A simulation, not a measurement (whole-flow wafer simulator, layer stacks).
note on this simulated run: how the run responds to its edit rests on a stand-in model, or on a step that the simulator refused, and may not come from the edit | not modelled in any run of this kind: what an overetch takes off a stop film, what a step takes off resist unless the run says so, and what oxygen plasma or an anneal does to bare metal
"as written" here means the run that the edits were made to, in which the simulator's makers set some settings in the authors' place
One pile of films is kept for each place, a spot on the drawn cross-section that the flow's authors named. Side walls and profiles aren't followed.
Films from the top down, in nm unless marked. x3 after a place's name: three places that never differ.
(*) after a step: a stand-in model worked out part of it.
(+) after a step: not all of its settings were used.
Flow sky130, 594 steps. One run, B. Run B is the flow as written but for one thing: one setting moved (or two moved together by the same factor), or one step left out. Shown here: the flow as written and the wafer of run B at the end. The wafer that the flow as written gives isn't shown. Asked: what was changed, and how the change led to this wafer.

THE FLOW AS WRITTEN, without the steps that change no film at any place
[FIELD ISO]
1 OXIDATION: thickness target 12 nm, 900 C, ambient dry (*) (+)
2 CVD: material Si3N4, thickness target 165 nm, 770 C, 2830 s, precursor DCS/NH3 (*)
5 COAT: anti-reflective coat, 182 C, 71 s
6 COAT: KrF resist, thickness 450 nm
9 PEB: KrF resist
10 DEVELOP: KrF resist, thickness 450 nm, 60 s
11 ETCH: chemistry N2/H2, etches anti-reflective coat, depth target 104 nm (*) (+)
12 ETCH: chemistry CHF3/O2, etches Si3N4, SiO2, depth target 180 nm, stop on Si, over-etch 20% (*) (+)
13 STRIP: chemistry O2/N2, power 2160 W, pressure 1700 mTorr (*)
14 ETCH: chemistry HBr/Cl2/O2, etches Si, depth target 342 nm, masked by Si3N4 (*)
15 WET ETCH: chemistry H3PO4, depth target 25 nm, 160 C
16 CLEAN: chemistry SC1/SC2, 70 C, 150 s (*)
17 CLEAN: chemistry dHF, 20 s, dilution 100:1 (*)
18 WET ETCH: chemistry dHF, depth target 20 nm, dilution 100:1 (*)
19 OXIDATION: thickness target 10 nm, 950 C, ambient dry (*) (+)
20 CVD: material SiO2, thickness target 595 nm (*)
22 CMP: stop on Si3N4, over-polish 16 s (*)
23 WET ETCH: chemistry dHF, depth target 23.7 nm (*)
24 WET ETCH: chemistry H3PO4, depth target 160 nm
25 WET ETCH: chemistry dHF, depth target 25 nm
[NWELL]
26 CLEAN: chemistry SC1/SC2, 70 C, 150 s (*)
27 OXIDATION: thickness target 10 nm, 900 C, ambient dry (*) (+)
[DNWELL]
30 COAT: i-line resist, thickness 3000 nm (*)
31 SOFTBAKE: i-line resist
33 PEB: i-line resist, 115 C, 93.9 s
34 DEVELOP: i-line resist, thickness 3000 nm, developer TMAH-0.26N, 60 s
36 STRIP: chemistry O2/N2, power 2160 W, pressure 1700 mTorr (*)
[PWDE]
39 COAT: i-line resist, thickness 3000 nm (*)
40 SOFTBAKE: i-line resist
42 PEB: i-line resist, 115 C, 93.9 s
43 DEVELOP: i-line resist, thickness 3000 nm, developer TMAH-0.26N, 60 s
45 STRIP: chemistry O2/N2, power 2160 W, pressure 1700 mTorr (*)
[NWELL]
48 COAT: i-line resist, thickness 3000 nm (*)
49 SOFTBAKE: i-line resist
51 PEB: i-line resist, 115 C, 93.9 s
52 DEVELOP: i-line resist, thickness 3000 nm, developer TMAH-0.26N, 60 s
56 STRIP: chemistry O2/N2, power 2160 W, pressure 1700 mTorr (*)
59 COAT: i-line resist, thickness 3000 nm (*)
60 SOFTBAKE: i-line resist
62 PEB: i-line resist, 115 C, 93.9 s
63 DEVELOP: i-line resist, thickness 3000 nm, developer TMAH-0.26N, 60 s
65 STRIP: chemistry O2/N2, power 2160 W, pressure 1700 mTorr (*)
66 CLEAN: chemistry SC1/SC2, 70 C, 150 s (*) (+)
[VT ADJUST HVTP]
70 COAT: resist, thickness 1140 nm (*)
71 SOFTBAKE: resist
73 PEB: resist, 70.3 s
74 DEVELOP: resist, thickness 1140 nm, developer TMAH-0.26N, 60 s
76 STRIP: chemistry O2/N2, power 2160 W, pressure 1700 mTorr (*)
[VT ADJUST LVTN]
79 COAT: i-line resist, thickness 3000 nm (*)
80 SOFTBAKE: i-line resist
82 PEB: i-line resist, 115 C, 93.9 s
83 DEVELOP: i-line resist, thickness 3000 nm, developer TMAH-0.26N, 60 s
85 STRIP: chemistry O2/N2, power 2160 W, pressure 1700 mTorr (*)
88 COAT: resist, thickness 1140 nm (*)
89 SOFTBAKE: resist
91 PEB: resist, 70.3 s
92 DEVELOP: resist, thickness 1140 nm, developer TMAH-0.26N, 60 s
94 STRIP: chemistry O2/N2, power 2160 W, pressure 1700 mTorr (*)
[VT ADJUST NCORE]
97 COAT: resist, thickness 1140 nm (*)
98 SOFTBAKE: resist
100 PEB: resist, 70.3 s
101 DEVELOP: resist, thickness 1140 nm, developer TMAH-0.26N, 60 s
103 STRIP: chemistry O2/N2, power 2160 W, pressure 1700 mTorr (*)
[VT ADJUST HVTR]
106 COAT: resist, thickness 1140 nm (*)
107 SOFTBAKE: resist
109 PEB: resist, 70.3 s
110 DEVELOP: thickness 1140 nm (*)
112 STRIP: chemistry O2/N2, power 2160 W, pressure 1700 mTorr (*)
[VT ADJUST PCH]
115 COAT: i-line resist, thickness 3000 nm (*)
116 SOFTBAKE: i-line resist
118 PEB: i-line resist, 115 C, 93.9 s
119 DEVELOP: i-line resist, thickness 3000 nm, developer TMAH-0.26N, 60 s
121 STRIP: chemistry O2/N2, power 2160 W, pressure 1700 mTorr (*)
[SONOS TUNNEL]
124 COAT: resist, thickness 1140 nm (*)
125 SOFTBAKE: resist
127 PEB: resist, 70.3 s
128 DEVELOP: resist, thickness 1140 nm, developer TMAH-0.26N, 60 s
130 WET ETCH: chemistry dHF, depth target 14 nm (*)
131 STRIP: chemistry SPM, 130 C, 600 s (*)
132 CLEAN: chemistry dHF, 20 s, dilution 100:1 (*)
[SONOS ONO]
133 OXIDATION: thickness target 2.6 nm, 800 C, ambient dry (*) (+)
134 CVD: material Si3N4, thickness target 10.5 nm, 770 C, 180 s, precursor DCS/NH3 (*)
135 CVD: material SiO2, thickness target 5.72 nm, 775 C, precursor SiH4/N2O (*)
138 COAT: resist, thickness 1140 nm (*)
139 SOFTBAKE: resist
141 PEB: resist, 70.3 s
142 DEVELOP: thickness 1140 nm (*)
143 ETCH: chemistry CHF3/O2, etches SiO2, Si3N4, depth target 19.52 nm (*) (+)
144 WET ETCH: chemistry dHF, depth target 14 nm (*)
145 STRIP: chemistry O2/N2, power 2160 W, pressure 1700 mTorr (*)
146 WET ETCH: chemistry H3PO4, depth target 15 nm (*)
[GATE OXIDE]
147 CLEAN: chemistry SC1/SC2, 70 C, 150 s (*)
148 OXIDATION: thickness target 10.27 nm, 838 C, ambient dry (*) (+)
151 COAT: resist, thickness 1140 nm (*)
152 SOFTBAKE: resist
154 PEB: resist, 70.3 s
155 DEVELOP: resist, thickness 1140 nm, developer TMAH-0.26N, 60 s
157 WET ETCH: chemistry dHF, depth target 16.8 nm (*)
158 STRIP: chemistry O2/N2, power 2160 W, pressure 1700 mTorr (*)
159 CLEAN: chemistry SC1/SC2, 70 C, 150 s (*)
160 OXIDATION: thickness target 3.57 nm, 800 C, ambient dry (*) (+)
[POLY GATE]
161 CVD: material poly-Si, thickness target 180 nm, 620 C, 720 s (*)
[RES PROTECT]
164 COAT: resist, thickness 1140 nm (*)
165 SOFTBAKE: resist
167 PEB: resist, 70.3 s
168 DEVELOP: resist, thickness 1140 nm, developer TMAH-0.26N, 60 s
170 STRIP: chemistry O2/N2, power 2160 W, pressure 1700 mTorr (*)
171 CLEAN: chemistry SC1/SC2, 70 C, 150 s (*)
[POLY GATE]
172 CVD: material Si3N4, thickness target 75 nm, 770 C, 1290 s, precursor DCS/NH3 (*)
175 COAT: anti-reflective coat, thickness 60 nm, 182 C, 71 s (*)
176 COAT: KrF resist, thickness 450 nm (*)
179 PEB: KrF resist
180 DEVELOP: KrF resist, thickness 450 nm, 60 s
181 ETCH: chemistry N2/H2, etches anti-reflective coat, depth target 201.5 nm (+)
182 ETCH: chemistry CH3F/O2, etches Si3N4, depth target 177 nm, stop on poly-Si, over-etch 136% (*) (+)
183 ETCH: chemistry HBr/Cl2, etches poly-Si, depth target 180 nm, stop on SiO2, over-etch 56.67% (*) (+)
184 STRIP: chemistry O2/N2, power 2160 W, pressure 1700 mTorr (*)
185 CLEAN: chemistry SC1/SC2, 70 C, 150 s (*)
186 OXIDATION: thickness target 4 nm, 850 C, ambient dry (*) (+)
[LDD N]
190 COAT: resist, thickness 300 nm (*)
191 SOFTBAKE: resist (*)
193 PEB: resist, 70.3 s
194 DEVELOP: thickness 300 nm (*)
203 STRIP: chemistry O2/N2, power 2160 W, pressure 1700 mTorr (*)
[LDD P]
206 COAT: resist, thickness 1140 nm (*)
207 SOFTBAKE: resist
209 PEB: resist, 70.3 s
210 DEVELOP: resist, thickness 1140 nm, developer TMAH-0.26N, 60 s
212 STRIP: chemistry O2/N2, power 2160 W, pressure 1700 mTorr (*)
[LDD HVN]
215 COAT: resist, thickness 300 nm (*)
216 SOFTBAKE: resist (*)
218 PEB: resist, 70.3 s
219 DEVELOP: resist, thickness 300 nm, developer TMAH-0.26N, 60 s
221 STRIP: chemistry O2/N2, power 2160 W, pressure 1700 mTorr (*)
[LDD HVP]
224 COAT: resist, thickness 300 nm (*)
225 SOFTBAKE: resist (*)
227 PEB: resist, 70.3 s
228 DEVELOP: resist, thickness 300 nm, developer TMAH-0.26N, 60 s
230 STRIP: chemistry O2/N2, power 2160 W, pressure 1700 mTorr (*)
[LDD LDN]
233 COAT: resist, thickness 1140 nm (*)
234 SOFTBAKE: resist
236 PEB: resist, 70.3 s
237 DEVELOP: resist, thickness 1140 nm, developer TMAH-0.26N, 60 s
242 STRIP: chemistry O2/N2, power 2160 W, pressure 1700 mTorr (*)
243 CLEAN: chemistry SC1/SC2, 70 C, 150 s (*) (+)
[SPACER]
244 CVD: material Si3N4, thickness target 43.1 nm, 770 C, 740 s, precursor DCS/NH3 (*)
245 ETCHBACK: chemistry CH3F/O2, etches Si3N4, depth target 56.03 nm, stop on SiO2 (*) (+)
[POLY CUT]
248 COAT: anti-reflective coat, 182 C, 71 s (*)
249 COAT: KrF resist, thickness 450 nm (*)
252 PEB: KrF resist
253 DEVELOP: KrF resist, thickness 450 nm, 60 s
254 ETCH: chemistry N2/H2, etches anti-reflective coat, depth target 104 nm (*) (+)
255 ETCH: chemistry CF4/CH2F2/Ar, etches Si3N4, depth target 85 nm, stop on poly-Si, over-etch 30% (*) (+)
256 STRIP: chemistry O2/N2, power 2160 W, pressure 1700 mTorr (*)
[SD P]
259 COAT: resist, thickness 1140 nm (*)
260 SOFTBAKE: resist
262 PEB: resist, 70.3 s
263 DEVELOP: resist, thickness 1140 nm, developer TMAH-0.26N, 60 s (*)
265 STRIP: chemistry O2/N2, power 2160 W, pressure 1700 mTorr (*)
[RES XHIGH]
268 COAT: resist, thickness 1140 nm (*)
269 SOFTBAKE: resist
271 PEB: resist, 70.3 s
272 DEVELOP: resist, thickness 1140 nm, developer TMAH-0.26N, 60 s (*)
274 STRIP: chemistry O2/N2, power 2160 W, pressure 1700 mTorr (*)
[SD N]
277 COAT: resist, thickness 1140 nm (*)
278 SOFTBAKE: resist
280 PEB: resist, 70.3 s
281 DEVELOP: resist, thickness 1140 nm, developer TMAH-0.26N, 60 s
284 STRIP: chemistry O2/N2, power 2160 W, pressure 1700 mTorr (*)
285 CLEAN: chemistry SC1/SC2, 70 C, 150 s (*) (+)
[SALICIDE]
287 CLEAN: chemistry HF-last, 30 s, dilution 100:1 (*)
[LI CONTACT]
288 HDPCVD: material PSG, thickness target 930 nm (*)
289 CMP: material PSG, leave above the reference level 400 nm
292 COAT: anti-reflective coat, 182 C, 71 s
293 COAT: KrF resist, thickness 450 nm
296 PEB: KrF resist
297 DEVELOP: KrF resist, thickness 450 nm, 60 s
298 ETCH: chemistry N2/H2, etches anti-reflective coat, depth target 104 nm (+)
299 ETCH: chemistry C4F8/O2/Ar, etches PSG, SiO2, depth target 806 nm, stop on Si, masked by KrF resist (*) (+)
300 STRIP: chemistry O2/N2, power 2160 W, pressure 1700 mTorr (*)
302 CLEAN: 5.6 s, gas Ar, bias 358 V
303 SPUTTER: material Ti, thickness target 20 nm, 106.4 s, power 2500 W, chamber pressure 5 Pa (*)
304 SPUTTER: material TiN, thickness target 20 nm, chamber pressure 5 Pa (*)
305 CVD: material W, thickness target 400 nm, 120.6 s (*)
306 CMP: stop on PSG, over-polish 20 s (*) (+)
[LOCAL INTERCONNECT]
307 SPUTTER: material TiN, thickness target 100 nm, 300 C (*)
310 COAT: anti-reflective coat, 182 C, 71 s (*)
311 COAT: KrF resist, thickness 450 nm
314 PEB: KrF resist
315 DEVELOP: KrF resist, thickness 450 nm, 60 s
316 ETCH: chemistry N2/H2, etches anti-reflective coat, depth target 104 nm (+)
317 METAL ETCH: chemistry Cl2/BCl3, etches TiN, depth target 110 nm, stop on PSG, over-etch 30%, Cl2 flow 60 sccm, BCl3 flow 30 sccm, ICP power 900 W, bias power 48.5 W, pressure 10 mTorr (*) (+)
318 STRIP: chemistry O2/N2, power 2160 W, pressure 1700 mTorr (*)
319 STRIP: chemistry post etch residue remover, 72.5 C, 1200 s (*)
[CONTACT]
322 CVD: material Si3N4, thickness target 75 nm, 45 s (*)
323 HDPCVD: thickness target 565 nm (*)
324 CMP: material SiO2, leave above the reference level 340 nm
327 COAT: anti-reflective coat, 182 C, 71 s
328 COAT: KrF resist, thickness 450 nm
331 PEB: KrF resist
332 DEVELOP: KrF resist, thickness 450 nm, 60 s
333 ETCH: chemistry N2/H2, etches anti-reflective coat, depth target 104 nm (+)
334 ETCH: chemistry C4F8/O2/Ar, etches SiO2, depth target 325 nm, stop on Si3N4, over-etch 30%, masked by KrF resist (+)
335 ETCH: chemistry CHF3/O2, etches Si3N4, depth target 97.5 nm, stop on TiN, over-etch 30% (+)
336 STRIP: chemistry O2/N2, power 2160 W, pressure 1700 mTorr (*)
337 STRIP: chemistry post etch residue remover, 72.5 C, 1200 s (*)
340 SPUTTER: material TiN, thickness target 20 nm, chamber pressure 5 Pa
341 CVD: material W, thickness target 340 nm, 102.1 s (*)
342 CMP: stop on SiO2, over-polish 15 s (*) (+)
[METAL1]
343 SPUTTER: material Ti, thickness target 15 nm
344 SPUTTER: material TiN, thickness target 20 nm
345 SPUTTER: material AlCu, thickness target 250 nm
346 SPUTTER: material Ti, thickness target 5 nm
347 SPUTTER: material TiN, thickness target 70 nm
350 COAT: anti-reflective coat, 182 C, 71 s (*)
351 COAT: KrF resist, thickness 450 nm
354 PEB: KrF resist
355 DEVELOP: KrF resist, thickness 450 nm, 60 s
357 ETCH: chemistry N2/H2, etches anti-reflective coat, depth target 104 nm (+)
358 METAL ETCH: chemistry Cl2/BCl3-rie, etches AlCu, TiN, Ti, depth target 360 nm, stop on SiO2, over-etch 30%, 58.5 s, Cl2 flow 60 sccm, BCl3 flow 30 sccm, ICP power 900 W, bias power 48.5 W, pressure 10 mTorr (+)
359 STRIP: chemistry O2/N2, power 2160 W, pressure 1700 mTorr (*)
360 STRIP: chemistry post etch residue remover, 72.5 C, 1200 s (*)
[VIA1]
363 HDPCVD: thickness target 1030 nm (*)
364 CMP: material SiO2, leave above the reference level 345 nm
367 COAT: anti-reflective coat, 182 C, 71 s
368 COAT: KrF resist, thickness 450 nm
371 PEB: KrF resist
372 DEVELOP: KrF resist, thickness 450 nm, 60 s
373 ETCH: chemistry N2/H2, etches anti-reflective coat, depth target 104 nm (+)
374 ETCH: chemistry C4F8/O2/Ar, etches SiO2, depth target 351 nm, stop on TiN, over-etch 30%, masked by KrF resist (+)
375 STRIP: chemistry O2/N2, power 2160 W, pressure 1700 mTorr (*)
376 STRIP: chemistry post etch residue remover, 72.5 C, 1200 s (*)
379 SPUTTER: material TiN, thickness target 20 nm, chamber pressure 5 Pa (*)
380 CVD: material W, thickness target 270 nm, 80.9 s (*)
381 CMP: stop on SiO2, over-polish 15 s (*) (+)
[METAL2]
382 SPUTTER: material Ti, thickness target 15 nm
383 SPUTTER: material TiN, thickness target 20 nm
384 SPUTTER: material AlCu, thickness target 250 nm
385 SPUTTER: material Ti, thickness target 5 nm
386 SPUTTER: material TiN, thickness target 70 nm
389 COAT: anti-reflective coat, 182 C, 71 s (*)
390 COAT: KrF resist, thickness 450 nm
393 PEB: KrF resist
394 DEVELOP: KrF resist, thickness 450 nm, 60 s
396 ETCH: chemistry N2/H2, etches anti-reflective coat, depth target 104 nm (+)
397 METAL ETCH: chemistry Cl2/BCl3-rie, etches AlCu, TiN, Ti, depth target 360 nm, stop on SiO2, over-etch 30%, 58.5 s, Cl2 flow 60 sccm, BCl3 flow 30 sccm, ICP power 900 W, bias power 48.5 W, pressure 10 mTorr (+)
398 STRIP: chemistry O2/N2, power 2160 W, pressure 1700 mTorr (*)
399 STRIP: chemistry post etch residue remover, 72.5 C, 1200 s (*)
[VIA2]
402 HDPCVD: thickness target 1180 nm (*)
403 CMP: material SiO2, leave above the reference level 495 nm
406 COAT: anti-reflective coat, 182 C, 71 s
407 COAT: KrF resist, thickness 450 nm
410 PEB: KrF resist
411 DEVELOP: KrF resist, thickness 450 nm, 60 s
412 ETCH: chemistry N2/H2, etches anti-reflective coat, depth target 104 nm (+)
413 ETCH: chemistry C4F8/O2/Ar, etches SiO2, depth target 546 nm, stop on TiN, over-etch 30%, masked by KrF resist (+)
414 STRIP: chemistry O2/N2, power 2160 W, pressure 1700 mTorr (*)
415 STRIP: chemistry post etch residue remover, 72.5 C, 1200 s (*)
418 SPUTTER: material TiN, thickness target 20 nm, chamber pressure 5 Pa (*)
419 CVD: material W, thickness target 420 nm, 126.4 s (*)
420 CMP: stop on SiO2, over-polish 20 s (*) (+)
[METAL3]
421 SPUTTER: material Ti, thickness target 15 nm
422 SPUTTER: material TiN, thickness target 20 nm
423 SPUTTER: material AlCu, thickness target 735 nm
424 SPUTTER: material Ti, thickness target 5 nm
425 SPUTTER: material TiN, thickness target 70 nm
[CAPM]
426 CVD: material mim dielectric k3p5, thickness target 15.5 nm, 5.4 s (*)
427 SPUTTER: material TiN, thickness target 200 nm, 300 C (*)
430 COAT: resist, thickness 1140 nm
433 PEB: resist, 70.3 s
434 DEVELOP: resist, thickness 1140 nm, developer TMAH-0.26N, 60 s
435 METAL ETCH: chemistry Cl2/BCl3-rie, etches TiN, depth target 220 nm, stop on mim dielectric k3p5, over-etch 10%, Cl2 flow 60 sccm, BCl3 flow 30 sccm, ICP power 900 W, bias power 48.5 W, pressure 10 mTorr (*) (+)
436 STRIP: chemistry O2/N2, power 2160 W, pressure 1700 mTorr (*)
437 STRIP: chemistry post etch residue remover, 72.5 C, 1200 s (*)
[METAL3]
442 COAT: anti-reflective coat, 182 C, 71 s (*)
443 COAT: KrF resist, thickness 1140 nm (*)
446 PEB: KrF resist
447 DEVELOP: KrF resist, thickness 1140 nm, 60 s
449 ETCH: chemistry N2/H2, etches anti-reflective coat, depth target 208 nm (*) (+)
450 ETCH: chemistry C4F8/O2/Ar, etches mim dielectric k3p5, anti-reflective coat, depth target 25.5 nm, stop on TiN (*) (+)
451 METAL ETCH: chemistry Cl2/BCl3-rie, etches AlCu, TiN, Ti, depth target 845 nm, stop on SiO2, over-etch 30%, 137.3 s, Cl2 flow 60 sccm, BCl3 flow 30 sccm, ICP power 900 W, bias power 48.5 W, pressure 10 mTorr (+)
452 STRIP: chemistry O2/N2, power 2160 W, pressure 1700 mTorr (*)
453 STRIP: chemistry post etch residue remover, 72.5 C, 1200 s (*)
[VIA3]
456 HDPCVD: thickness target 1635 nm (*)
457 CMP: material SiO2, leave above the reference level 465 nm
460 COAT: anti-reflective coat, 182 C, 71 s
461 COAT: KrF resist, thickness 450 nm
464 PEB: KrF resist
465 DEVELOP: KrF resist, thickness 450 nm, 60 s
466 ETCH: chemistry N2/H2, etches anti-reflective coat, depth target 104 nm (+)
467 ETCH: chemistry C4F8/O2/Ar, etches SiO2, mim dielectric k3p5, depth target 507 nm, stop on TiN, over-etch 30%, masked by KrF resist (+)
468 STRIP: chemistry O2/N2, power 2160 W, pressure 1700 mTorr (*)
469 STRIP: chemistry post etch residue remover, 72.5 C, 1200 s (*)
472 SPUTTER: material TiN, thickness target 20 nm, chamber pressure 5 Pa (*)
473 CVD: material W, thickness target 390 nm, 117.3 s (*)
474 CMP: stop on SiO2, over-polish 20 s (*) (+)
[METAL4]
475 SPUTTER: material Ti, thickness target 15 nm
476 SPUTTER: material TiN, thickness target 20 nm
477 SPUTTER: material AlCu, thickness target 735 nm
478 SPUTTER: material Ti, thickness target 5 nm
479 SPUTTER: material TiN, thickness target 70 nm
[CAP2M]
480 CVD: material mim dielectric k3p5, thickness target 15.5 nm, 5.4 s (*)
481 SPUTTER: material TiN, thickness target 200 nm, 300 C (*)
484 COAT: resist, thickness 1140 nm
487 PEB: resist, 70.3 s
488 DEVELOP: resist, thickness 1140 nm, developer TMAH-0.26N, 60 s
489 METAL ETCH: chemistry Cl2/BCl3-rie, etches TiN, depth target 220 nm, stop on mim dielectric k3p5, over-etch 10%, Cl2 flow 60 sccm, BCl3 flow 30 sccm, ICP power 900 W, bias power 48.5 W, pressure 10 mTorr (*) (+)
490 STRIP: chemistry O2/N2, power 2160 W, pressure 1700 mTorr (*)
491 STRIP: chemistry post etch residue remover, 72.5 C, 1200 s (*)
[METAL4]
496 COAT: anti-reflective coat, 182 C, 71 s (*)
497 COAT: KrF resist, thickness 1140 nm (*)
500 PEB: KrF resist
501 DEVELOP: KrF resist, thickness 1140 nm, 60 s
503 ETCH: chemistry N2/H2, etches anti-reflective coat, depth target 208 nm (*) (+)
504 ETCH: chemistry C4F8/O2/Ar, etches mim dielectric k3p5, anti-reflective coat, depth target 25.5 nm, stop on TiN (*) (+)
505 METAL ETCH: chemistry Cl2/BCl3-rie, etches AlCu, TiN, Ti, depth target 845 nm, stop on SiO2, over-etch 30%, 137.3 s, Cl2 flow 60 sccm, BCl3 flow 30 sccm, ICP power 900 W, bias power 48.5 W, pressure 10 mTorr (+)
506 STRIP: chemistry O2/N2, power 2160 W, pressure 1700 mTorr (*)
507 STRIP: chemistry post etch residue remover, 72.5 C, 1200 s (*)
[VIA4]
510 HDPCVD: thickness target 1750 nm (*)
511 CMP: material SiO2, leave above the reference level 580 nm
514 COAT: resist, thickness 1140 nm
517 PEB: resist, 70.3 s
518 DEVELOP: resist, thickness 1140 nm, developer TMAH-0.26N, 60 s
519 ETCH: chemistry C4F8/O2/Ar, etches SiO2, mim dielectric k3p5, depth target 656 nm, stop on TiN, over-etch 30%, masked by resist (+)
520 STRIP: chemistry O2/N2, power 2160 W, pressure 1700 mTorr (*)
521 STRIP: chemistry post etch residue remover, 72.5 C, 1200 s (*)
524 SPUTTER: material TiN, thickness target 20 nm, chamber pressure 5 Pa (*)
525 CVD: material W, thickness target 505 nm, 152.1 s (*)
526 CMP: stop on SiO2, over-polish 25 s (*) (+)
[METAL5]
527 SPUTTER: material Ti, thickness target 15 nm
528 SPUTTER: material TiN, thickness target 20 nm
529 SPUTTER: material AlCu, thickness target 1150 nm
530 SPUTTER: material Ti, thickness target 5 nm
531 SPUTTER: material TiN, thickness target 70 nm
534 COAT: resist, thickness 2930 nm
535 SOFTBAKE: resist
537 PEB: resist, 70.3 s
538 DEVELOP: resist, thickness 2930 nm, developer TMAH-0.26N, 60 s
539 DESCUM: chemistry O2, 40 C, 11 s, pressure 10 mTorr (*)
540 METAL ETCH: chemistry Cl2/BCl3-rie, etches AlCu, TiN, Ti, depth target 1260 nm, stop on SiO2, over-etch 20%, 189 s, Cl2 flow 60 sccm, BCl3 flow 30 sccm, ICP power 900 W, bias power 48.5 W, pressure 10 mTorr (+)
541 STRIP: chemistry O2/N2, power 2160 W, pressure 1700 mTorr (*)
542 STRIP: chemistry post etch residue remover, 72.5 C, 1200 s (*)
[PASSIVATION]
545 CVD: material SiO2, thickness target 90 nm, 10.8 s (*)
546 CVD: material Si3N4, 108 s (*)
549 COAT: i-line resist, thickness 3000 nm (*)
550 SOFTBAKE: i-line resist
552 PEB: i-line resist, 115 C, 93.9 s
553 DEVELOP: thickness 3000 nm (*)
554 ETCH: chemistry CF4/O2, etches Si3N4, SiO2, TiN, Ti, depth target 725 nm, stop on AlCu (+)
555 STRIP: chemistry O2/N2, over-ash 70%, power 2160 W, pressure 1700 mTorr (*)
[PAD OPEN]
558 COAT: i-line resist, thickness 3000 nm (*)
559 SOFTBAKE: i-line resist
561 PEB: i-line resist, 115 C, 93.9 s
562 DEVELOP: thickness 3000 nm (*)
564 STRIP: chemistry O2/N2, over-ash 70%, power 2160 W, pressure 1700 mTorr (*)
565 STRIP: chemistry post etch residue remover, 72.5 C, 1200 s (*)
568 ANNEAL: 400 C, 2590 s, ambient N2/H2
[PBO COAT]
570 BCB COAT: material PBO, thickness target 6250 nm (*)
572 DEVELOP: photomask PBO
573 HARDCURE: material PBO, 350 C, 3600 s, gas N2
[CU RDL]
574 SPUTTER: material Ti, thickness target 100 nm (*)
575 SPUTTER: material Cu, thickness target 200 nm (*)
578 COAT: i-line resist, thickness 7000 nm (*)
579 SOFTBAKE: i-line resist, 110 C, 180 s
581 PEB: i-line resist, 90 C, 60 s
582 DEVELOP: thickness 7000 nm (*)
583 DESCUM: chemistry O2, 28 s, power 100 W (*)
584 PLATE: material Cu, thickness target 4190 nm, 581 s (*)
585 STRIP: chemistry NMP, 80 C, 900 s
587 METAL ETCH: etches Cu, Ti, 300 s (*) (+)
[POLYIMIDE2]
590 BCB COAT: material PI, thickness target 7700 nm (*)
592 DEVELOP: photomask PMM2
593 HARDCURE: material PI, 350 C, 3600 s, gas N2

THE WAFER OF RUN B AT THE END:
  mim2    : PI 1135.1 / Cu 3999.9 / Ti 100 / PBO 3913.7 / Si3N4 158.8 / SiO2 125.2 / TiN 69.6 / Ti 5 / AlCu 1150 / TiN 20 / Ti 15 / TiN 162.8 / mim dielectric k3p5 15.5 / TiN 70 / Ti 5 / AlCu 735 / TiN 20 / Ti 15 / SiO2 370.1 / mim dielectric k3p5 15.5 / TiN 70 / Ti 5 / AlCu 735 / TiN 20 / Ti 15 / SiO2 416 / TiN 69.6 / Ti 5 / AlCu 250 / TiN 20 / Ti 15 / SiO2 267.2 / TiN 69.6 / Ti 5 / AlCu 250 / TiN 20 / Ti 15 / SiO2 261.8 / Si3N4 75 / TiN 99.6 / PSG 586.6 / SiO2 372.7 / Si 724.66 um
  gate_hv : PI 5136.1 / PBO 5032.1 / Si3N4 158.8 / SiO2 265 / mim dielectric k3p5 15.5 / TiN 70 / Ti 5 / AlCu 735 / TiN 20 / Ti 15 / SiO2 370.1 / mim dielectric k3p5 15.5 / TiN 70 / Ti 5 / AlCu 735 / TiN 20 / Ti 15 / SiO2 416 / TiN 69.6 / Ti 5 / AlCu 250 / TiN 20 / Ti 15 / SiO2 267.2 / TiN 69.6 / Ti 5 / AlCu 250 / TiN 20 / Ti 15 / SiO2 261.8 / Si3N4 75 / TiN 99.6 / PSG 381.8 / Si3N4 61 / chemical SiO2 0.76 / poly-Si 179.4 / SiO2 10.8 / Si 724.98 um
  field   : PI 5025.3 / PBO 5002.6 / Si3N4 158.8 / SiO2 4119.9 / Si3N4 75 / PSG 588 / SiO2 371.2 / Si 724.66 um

The cause: step 511, CMP: leave above the reference level 261 nm was run, where the flow has leave above the reference level 580 nm.

How the change led to this, step by step:
  511 CMP: material SiO2, leave above the reference level 580 nm
      mim2: SiO2 -1750 (all of it), TiN -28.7 (as written it would be: SiO2 -1459.7)
      n_well, p_well, gate_hv and 99 more: SiO2 -1579.5 (as written it would be: SiO2 -1260.5)
      (and at 90 more places)
  519 ETCH: chemistry C4F8/O2/Ar, etches SiO2, mim dielectric k3p5, depth target 656 nm, stop on TiN, over-etch 30%, masked by resist (+)
      field, active, n_well and 188 more: resist -48.5 (as written it would be: resist -131.2)
      m1: SiO2 -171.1 (all of it), mim dielectric k3p5 -15.5 (all of it) (as written it would be: SiO2 -490.1 (all of it), mim dielectric k3p5 -15.5 (all of it))
      (and at 1 more place)
  520 STRIP: chemistry O2/N2, power 2160 W, pressure 1700 mTorr (*)
      field, active, n_well and 188 more: resist -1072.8 (all of it) (as written it would be: resist -990.1 (all of it))
  524 SPUTTER: material TiN, thickness target 20 nm, chamber pressure 5 Pa (*)
      mim2: TiN +20 (as written it would be: TiN +20 (new film))
      m1, via4_hole: TiN +17.9 (as written it would be: TiN +15.3)
  525 CVD: material W, thickness target 505 nm, 152.1 s (*)
      m1: W +505 (new film) (as written it would be: W +1015.8 (new film))
      via4_hole: W +505 (new film) (as written it would be: W +1015.2 (new film))
  526 CMP: stop on SiO2, over-polish 25 s (*) (+)
      mim2: W -505 (all of it), TiN -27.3 (as written it would be: W -505 (all of it), TiN -20 (all of it), SiO2 -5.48)
      m1: W -343.5 (as written it would be: W -532.7)
      (and at 1 more place)
Counting metal films that touch as one body, mim2 has 7 bodies (between them, from the top down: PBO 3913.7 / Si3N4 158.8 / SiO2 125.2; mim dielectric k3p5 15.5; SiO2 370.1 / mim dielectric k3p5 15.5; SiO2 416; SiO2 267.2; SiO2 261.8 / Si3N4 75); the flow as written gives 8 bodies (between them, from the top down: PBO 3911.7 / Si3N4 158.8 / SiO2 125.2; SiO2 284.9; mim dielectric k3p5 15.5; SiO2 370.1 / mim dielectric k3p5 15.5; SiO2 416; SiO2 267.2; SiO2 261.8 / Si3N4 75).
